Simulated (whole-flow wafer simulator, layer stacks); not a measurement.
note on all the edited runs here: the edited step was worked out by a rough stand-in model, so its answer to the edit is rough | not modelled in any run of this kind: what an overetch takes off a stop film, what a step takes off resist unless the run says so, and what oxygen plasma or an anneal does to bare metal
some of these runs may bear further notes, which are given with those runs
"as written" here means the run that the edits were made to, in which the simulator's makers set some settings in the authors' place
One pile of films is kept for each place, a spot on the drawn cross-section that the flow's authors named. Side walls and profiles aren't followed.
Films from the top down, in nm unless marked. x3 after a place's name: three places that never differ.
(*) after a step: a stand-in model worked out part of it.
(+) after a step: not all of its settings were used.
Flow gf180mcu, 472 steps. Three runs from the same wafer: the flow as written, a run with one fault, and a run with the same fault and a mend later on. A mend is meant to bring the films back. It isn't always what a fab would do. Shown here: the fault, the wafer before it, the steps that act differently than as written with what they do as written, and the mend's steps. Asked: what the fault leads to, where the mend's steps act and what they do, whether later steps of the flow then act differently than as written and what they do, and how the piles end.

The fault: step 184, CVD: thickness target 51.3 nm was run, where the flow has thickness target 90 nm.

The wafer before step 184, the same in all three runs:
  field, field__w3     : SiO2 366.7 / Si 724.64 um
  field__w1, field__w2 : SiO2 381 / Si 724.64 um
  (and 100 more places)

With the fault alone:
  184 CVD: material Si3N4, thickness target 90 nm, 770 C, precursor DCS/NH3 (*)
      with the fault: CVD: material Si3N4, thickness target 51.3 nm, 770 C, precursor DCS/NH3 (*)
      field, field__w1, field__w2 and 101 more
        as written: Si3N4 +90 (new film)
        with the fault: Si3N4 +51.3 (new film)
  Later steps of the flow that act differently than as written (6 more steps differ only slightly, by at most 2% or 0.5 nm, whichever is larger, and aren't shown):
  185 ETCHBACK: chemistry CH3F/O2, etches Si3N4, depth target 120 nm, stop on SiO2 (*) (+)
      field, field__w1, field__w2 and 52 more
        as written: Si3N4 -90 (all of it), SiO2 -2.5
        with the fault: Si3N4 -51.3 (all of it), SiO2 -5.73
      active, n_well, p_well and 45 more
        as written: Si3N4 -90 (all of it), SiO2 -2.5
        with the fault: Si3N4 -51.3 (all of it), SiO2 -5.72
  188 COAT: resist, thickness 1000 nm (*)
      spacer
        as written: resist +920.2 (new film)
        with the fault: resist +955.4 (new film)
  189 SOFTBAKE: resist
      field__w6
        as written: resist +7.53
        with the fault: resist +6.82
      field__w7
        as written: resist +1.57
        with the fault: resist +0.84
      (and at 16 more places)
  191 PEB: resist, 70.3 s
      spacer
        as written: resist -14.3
        with the fault: resist -15.2
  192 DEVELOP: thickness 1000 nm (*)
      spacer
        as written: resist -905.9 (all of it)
        with the fault: resist -940.3 (all of it)
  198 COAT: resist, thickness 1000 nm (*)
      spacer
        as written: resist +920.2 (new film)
        with the fault: resist +955.4 (new film)
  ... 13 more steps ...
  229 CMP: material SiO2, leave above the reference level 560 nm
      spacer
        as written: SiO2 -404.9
        with the fault: SiO2 -366.2
  At the end the piles differ from the flow's by more than 2% or 0.5 nm, whichever is larger, at spacer, active_nat, ld_sd_n, ld_drn_n, ld_sd_p, ld_drn_p.
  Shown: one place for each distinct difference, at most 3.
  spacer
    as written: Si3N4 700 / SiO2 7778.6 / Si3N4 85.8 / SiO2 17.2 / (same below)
    with the fault: Si3N4 700 / SiO2 7817.3 / Si3N4 47.1 / SiO2 17.2 / (same below)
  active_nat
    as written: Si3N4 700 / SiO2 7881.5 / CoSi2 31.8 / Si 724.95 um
    with the fault: Si3N4 700 / SiO2 7881.6 / CoSi2 32.5 / Si 724.95 um
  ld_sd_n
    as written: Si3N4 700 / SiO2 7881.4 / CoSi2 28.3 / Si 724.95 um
    with the fault: Si3N4 700 / SiO2 7881.5 / CoSi2 29.9 / Si 724.95 um

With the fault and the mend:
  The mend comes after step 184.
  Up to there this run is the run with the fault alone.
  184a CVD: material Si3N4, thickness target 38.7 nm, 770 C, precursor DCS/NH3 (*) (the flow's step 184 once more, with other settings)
      field, field__w1, field__w2 and 101 more
        Si3N4 +38.7
  No later step of the flow acts differently than as written, at any place that is followed, by more than 2% or 0.5 nm, whichever is larger.
  At the end the piles are the same as the flow's at every place that both follow.
